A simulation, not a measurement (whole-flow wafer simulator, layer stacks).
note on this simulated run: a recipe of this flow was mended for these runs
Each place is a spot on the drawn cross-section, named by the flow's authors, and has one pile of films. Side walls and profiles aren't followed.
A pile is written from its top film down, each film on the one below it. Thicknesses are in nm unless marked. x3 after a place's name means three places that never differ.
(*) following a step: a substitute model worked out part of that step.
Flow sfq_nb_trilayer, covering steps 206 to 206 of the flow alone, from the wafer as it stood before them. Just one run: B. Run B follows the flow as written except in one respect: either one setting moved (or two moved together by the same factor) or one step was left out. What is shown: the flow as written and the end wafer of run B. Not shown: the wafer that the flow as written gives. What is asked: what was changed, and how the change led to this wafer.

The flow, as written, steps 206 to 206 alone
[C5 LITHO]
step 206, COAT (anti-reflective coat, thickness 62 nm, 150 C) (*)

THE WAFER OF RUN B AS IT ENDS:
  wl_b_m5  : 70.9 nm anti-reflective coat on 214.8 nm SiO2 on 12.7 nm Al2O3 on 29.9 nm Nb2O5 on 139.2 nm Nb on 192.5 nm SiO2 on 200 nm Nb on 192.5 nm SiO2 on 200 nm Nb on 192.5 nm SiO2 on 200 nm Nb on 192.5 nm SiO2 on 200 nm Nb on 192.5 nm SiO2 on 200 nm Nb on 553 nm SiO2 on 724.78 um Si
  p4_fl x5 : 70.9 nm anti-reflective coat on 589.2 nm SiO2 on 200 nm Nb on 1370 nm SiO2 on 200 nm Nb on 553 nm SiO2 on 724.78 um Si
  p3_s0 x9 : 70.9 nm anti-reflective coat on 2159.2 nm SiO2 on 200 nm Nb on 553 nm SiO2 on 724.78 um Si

The reason: step 206, COAT: thickness 70.9 nm was run, whereas the flow has thickness 62 nm.
The wafer lets one read it off: wl_b_m5 has anti-reflective coat 70.9, and step 206 as written asks for 62 nm.

Step by step, how the change led to this:
  step 206, COAT (anti-reflective coat, thickness 62 nm, 150 C) (*)
      p4_fl x5, p4_w1 x9, p3_s0 x9 and 42 more: +70.9 anti-reflective coat (new film) (as written it would have been: +62 anti-reflective coat (new film))
      r5r_line_l, r5r_line_c, r5r_line_r: +44.4 anti-reflective coat (new film) (as written it would have been: +35.5 anti-reflective coat (new film))
      (also at 38 further places)
